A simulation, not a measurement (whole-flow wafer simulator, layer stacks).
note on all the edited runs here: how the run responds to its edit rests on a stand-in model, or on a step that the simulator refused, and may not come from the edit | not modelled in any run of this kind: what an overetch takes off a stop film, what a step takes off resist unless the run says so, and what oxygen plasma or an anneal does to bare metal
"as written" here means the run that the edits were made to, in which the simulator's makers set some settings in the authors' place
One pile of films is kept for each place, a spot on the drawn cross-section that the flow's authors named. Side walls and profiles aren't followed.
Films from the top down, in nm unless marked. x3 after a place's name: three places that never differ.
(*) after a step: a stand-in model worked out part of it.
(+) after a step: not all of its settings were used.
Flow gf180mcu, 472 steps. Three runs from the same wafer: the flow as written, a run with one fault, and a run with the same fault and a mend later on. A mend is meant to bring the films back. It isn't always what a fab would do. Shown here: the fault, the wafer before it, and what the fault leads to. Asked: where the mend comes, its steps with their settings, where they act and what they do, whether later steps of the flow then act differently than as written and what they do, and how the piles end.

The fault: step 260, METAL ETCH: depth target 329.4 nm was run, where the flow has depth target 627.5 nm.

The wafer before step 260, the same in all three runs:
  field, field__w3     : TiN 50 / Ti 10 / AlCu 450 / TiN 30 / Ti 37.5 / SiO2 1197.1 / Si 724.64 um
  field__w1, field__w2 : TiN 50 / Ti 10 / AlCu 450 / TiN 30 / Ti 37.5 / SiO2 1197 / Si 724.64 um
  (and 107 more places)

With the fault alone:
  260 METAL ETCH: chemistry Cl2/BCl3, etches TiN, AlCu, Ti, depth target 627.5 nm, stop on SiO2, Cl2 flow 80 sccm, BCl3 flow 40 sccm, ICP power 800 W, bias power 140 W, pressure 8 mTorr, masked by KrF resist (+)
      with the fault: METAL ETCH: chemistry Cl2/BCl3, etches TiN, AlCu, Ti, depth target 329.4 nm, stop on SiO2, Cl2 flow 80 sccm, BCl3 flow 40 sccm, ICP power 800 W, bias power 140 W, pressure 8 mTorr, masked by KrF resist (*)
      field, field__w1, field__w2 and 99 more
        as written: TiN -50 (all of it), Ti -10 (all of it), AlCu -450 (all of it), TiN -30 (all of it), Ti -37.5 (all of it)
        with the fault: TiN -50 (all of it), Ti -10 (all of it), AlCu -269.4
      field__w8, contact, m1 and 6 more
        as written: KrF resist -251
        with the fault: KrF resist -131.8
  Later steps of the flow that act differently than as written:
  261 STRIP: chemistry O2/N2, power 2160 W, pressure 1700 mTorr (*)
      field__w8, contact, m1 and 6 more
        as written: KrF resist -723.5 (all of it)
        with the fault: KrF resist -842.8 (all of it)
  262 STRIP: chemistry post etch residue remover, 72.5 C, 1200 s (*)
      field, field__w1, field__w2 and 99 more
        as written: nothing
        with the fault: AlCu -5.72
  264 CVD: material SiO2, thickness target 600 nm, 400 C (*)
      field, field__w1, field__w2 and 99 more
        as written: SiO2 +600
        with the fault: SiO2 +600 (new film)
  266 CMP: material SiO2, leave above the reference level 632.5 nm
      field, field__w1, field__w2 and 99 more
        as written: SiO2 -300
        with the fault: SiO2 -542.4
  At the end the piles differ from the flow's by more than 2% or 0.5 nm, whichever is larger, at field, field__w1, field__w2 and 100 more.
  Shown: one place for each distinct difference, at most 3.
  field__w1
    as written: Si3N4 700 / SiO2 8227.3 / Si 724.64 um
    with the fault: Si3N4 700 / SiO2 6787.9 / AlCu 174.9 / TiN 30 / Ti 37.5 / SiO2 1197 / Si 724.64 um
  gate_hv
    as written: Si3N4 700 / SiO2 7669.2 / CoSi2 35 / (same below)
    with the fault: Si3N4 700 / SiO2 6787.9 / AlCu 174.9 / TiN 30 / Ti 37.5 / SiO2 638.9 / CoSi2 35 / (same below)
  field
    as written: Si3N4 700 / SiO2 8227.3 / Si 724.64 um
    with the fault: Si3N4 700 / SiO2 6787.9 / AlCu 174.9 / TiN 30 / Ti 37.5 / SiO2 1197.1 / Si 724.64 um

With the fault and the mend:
  The mend comes after step 260.
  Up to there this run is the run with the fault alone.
  260a METAL ETCH: chemistry Cl2/BCl3, etches TiN, AlCu, Ti, depth target 298.1 nm, stop on SiO2, Cl2 flow 80 sccm, BCl3 flow 40 sccm, ICP power 800 W, bias power 140 W, pressure 8 mTorr, masked by KrF resist (+) (the flow's step 260 once more, with other settings)
      field, field__w1, field__w2 and 99 more
        AlCu -180.6 (all of it), TiN -30 (all of it), Ti -37.5 (all of it)
      field__w8, contact, m1 and 6 more
        KrF resist -119.2
  No later step of the flow acts differently than as written at any place that is followed.
  At the end the piles are the same as the flow's at every place that both follow.
